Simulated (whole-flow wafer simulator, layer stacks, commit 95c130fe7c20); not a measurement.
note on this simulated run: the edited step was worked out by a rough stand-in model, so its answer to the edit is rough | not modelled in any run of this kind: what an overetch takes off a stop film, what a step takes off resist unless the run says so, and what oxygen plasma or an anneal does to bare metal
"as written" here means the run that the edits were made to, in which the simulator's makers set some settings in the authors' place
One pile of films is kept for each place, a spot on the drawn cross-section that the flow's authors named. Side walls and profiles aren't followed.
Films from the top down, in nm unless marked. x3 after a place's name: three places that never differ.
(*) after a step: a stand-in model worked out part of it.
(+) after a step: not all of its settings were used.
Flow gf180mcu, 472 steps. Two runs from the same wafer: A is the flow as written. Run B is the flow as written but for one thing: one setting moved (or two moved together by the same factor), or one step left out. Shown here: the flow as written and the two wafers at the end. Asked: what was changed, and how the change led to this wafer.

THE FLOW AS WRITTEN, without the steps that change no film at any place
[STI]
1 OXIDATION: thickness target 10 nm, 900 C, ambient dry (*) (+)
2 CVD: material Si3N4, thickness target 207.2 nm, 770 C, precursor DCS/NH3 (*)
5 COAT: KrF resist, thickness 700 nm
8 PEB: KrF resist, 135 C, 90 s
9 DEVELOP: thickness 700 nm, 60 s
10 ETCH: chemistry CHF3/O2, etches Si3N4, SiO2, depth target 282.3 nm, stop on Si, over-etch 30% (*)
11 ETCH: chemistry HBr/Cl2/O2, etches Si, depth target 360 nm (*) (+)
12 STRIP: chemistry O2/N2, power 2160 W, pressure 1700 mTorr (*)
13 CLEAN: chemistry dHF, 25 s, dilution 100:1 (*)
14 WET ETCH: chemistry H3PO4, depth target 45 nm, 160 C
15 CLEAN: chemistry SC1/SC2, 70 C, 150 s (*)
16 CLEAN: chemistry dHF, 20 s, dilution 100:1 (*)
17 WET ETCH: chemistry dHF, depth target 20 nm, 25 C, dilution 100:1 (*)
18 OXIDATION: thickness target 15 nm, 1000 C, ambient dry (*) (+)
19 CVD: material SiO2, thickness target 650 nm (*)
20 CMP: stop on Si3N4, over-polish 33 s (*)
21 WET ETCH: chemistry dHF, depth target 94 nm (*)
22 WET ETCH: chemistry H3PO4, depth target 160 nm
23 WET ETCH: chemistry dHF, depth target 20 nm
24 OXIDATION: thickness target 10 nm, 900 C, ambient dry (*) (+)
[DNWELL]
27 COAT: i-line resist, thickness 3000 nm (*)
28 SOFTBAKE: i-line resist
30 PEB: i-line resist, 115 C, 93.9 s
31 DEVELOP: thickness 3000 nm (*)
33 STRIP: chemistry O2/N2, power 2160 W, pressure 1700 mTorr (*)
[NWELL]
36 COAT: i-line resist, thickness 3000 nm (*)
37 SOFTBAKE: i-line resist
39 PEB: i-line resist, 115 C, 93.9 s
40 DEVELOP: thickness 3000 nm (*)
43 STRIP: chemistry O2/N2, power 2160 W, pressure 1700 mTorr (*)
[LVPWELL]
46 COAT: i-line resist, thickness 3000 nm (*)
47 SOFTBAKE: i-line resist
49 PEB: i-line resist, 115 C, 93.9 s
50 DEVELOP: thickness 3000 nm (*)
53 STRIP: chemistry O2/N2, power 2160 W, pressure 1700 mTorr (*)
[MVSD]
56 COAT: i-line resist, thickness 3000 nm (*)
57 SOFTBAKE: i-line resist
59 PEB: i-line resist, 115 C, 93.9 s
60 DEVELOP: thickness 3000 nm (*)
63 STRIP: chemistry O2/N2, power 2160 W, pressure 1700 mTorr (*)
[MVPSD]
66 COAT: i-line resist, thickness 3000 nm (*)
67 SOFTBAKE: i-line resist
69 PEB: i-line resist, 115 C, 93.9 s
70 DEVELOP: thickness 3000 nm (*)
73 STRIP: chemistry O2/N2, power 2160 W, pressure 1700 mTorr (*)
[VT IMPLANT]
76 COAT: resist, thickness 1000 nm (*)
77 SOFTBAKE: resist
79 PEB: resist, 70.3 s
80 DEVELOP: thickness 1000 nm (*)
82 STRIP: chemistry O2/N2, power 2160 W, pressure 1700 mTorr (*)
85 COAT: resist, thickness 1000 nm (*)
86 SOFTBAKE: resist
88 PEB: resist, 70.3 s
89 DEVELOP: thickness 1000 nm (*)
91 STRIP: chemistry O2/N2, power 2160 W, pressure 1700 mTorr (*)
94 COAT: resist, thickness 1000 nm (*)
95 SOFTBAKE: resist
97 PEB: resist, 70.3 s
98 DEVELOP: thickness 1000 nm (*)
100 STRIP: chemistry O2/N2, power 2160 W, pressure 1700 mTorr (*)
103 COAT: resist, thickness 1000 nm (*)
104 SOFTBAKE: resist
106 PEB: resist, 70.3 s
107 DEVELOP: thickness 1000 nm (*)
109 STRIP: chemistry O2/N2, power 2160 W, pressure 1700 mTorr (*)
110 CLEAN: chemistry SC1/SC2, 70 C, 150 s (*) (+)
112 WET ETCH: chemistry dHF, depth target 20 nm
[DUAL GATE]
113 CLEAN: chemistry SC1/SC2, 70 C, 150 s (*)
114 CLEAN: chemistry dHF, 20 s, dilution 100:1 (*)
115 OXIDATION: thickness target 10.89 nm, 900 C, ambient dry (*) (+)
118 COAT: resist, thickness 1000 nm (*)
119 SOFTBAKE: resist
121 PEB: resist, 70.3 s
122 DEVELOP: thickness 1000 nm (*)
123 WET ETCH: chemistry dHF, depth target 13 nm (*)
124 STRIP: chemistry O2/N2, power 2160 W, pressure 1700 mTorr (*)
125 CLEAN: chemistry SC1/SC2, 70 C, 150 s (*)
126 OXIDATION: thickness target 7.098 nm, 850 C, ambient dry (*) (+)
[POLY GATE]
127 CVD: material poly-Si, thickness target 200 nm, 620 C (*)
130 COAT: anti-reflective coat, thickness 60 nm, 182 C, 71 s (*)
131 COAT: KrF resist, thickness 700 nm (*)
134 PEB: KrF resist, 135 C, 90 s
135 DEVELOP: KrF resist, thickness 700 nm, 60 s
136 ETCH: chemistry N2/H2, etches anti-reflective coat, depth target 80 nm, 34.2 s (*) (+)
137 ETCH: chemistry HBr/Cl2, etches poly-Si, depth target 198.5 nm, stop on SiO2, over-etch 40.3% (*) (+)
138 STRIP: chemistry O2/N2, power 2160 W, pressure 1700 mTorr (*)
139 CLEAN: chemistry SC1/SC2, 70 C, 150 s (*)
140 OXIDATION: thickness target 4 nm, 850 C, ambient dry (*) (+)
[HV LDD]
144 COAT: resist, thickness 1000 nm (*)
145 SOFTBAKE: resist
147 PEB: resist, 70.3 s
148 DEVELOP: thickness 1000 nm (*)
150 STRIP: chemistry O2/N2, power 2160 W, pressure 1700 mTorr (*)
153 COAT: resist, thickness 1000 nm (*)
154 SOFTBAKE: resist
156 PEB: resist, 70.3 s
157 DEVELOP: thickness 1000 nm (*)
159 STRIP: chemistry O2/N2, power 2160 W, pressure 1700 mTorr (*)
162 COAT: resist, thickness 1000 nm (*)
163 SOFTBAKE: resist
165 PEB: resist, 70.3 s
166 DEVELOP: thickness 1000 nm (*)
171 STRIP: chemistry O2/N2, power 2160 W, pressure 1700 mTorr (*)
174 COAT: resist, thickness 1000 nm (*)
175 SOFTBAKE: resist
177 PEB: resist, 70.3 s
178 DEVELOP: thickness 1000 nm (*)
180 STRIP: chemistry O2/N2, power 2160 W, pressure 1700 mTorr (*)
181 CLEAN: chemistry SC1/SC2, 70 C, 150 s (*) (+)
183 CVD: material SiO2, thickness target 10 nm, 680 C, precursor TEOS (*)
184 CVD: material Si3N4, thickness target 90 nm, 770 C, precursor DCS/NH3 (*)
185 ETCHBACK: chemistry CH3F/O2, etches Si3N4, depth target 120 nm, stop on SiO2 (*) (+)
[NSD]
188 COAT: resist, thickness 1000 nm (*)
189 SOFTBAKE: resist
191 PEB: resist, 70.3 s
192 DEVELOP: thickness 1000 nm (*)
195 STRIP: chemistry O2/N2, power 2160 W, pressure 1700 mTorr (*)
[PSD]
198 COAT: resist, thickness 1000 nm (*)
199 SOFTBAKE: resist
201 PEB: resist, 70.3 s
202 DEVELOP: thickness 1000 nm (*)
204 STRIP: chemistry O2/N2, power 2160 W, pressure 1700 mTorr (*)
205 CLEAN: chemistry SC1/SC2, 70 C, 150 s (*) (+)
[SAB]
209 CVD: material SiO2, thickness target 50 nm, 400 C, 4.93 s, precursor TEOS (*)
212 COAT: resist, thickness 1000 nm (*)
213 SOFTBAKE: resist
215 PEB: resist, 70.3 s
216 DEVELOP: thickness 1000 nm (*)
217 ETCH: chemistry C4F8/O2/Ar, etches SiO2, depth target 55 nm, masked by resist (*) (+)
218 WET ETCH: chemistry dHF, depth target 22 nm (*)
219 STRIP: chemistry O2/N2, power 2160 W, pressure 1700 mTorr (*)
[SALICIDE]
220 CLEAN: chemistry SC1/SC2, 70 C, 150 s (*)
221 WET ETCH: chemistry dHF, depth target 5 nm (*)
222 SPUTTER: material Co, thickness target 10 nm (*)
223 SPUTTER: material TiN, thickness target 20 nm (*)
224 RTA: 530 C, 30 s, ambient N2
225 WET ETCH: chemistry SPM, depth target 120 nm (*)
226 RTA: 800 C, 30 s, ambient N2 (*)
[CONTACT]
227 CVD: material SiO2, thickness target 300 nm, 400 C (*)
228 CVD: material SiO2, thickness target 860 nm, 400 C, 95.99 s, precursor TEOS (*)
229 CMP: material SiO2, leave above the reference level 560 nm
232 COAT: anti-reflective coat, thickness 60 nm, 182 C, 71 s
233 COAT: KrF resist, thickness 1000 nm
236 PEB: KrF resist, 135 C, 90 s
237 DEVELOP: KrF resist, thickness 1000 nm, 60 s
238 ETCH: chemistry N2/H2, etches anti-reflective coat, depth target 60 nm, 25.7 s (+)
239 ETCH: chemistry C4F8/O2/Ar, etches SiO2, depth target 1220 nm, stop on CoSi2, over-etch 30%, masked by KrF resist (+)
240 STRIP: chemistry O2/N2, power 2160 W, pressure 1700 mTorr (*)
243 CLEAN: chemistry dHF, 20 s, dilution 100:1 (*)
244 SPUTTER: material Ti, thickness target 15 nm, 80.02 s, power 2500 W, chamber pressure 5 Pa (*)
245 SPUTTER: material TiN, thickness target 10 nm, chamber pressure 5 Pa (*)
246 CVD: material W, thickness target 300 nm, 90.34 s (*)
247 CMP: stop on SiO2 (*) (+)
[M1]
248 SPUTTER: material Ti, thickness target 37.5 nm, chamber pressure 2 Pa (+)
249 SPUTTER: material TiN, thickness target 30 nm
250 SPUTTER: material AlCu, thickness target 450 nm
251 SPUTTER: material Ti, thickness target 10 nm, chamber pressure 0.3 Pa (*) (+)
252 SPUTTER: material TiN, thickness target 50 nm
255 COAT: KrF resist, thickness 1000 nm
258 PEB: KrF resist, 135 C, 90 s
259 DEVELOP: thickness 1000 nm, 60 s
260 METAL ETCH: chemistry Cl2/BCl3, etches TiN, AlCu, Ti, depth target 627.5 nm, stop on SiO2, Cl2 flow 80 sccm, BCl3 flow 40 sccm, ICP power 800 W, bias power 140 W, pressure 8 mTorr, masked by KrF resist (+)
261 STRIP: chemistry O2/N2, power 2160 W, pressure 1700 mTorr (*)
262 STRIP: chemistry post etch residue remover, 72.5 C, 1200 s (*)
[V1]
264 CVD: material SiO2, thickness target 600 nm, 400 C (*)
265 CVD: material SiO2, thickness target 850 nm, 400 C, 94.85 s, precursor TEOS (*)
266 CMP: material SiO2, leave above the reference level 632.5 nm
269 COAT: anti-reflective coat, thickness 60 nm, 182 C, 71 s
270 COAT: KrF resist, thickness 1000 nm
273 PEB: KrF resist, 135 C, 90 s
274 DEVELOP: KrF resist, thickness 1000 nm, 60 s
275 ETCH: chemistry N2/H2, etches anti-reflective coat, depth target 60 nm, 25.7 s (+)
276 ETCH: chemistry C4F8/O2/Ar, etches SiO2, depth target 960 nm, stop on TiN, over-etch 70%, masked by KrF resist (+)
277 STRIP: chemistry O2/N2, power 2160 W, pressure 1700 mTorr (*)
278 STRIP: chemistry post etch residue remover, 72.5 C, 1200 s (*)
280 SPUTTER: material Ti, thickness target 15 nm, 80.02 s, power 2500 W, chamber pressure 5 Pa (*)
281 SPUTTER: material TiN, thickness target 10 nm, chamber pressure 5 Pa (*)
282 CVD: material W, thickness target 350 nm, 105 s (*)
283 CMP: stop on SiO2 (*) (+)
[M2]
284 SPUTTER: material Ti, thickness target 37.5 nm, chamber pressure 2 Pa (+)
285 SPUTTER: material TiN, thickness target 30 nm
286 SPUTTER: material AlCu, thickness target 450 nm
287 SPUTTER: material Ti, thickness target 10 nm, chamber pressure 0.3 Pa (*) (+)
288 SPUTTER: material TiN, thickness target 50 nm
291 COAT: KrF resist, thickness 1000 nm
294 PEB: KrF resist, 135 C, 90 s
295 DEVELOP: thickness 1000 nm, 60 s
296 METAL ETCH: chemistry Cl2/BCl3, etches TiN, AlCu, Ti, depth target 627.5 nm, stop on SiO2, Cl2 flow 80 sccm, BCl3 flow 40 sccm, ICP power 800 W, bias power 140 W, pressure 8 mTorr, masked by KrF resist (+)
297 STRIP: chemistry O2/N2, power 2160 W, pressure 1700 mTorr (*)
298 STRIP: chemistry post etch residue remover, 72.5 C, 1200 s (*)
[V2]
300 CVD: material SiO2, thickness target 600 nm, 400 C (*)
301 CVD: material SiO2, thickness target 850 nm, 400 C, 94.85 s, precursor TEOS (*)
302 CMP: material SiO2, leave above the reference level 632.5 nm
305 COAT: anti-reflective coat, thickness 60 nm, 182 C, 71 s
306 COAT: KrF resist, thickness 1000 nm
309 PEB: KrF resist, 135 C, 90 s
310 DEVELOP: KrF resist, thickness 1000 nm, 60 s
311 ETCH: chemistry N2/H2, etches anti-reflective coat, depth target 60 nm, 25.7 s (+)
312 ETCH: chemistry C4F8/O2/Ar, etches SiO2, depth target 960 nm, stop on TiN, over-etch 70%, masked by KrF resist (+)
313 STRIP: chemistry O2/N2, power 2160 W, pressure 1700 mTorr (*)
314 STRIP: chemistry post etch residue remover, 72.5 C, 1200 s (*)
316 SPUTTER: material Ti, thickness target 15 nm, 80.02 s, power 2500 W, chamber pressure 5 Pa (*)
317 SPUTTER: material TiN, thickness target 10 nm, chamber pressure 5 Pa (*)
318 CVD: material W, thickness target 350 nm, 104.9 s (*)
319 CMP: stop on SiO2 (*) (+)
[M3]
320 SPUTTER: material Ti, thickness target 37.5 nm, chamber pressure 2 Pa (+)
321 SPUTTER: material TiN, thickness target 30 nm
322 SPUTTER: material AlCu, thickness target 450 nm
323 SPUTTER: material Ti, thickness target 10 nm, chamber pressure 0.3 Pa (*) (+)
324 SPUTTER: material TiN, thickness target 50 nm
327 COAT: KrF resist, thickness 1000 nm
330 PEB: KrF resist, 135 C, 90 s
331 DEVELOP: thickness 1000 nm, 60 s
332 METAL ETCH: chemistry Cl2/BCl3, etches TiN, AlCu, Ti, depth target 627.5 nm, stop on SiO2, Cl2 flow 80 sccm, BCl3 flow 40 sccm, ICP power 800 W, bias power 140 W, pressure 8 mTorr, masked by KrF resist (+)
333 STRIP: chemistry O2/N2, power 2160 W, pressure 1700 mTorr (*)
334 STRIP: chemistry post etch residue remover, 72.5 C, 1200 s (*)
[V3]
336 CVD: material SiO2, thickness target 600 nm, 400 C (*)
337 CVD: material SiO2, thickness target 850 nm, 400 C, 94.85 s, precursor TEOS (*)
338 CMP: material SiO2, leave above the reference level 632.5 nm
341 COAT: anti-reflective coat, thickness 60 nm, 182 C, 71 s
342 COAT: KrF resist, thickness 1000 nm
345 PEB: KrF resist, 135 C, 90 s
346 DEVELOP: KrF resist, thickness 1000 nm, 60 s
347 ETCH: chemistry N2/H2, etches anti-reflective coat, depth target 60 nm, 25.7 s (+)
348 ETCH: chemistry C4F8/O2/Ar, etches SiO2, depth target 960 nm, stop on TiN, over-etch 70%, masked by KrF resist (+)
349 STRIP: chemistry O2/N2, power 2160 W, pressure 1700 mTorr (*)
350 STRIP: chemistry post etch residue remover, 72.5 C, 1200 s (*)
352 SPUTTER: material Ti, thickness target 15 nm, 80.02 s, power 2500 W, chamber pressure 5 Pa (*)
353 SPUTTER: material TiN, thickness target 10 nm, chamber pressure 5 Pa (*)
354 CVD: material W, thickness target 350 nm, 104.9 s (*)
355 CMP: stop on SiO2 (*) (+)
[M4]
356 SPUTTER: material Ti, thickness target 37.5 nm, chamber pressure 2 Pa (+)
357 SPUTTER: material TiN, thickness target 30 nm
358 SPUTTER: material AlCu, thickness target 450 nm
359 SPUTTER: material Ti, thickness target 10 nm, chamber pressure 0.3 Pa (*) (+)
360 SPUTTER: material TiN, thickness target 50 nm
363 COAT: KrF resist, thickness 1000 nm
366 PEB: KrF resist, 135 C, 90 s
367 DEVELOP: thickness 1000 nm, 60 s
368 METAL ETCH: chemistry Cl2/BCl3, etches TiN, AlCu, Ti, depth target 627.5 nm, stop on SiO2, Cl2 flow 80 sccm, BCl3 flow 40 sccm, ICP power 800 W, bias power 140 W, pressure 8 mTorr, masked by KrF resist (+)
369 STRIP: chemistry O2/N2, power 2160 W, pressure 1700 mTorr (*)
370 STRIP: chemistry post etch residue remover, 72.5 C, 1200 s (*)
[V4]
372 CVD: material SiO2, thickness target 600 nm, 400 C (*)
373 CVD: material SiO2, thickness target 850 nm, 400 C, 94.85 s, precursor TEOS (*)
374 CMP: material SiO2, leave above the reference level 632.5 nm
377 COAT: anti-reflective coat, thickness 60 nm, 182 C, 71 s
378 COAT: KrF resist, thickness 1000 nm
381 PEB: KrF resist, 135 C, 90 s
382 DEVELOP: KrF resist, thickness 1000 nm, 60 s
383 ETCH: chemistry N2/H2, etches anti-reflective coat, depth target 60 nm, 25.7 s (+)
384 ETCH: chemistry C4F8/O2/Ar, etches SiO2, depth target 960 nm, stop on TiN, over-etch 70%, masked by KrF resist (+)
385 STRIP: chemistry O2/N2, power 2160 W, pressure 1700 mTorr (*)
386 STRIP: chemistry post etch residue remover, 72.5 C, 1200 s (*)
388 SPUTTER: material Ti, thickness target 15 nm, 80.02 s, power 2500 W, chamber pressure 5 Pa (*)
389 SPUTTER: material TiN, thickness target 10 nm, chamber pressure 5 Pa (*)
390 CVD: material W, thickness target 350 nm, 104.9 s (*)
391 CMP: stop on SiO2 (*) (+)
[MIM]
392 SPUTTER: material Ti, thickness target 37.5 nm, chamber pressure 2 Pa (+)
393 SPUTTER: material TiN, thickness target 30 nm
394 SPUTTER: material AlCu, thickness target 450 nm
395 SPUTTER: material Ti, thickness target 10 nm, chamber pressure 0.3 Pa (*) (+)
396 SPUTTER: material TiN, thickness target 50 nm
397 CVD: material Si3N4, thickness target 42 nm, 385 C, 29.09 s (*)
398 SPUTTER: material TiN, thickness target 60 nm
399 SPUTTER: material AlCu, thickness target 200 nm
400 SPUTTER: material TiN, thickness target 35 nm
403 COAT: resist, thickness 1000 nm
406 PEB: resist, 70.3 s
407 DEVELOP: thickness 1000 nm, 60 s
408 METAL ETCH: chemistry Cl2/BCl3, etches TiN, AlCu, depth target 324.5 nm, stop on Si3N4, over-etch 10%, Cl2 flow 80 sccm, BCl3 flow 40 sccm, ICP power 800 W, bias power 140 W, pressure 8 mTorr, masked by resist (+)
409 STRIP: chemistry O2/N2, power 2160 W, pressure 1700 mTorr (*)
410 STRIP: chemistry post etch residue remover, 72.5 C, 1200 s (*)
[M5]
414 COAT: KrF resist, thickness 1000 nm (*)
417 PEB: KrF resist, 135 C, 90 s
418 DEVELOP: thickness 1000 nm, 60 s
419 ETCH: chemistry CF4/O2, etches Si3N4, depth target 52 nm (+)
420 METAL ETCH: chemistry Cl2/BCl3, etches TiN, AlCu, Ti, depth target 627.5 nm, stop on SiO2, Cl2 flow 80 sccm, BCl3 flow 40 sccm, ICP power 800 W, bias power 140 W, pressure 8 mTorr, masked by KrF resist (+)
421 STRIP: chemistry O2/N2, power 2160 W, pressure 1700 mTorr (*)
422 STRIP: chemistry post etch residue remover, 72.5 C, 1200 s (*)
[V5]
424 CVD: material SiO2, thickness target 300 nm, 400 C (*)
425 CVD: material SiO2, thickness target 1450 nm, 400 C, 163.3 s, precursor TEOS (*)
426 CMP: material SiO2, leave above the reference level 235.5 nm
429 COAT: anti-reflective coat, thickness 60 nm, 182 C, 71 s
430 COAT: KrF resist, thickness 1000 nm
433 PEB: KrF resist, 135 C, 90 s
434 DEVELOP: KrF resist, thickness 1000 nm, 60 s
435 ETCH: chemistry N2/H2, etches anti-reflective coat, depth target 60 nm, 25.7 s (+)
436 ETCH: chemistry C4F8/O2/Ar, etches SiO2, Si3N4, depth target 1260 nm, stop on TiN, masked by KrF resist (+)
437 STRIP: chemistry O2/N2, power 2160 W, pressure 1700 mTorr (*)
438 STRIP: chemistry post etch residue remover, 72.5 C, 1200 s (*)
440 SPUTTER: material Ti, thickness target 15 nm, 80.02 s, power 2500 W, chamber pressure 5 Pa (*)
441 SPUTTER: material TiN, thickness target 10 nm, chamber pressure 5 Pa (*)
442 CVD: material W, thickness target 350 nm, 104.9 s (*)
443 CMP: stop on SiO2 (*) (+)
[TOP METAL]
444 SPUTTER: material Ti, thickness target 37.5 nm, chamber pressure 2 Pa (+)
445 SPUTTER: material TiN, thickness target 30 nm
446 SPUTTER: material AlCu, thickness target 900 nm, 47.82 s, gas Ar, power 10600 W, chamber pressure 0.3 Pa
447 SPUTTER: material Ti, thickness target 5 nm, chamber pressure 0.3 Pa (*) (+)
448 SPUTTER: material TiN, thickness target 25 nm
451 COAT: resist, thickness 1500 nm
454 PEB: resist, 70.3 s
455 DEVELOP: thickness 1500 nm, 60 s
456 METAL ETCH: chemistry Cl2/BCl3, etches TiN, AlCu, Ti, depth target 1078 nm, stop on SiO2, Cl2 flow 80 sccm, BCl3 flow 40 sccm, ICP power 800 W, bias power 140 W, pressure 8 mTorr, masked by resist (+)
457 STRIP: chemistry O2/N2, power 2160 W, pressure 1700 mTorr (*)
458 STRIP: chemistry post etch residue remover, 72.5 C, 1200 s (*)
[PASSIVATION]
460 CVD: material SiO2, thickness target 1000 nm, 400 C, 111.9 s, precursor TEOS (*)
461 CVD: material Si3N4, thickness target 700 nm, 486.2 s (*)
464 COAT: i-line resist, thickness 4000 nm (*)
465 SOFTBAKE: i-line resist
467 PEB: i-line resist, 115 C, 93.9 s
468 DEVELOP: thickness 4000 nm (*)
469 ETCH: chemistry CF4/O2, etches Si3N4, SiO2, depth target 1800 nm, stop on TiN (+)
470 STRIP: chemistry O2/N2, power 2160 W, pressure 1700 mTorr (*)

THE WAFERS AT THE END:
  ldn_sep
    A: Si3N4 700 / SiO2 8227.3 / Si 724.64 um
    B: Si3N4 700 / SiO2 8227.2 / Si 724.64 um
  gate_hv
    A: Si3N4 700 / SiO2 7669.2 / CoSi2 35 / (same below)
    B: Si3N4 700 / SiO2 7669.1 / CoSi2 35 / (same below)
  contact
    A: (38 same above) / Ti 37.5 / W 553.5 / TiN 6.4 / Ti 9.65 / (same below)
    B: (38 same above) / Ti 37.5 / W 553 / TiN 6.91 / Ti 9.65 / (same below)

The cause: step 281, SPUTTER: thickness target 10.8 nm was run, where the flow has thickness target 10 nm.

How the change led to this, step by step:
  281 SPUTTER: material TiN, thickness target 10 nm, chamber pressure 5 Pa (*)
      field, field__w1, field__w2 and 107 more: A TiN +10 (new film) | B TiN +10.8 (new film)
      contact: A TiN +6.4 (new film) | B TiN +6.91 (new film)
  283 CMP: stop on SiO2 (*) (+)
      field, field__w1, field__w2 and 107 more: A W -350 (all of it), TiN -10 (all of it), Ti -15 (all of it), SiO2 -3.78 | B W -350 (all of it), TiN -10.8 (all of it), Ti -15 (all of it), SiO2 -3.79
